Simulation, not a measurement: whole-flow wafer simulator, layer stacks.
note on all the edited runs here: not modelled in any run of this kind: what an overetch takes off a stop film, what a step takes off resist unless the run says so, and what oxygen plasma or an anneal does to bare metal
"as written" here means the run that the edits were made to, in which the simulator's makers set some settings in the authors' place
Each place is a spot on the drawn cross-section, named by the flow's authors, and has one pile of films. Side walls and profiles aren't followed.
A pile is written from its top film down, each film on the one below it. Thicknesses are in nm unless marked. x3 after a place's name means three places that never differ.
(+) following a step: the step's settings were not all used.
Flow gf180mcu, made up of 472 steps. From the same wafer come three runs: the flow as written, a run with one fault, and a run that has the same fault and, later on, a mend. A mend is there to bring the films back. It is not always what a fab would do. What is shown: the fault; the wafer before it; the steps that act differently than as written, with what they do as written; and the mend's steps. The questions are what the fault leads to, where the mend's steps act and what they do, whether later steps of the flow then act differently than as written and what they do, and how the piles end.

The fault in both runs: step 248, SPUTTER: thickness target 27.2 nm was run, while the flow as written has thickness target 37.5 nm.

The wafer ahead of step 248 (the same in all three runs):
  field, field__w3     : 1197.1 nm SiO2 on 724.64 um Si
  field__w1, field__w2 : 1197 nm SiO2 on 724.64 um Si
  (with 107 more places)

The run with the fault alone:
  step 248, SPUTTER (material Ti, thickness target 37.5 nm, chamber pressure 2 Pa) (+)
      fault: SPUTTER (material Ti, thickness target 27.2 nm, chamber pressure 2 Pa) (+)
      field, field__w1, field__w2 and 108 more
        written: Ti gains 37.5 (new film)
        fault: Ti gains 27.2 (new film)
  Later steps of the flow acting differently than as written:
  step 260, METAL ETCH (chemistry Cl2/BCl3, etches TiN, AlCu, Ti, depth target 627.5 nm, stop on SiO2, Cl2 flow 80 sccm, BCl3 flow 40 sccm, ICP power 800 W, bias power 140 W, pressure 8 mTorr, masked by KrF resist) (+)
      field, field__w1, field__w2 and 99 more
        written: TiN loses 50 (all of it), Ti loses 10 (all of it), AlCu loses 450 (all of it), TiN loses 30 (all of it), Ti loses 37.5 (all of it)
        fault: TiN loses 50 (all of it), Ti loses 10 (all of it), AlCu loses 450 (all of it), TiN loses 30 (all of it), Ti loses 27.2 (all of it)
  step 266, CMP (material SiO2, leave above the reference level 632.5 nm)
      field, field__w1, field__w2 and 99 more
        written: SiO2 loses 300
        fault: SiO2 loses 310.3
  The piles end different from the flow's at field__w8, contact, m1 and 6 more by more than 2% or 0.5 nm, whichever is larger.
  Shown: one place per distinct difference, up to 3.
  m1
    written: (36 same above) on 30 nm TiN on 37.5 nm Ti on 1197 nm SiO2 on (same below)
    fault: (36 same above) on 30 nm TiN on 27.2 nm Ti on 1197 nm SiO2 on (same below)
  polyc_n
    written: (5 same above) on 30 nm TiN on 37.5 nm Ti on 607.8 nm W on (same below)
    fault: (5 same above) on 30 nm TiN on 27.2 nm Ti on 607.8 nm W on (same below)
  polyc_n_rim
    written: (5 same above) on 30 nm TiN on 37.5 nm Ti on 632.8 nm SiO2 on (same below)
    fault: (5 same above) on 30 nm TiN on 27.2 nm Ti on 632.8 nm SiO2 on (same below)

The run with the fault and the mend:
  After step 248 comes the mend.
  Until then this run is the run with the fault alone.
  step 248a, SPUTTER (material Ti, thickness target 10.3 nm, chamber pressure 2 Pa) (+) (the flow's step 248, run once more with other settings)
      field, field__w1, field__w2 and 108 more
        Ti gains 10.3
  None of the later steps of the flow acts differently than as written at any place that is followed.
  By the end, the piles equal the flow's at every place that both follow.
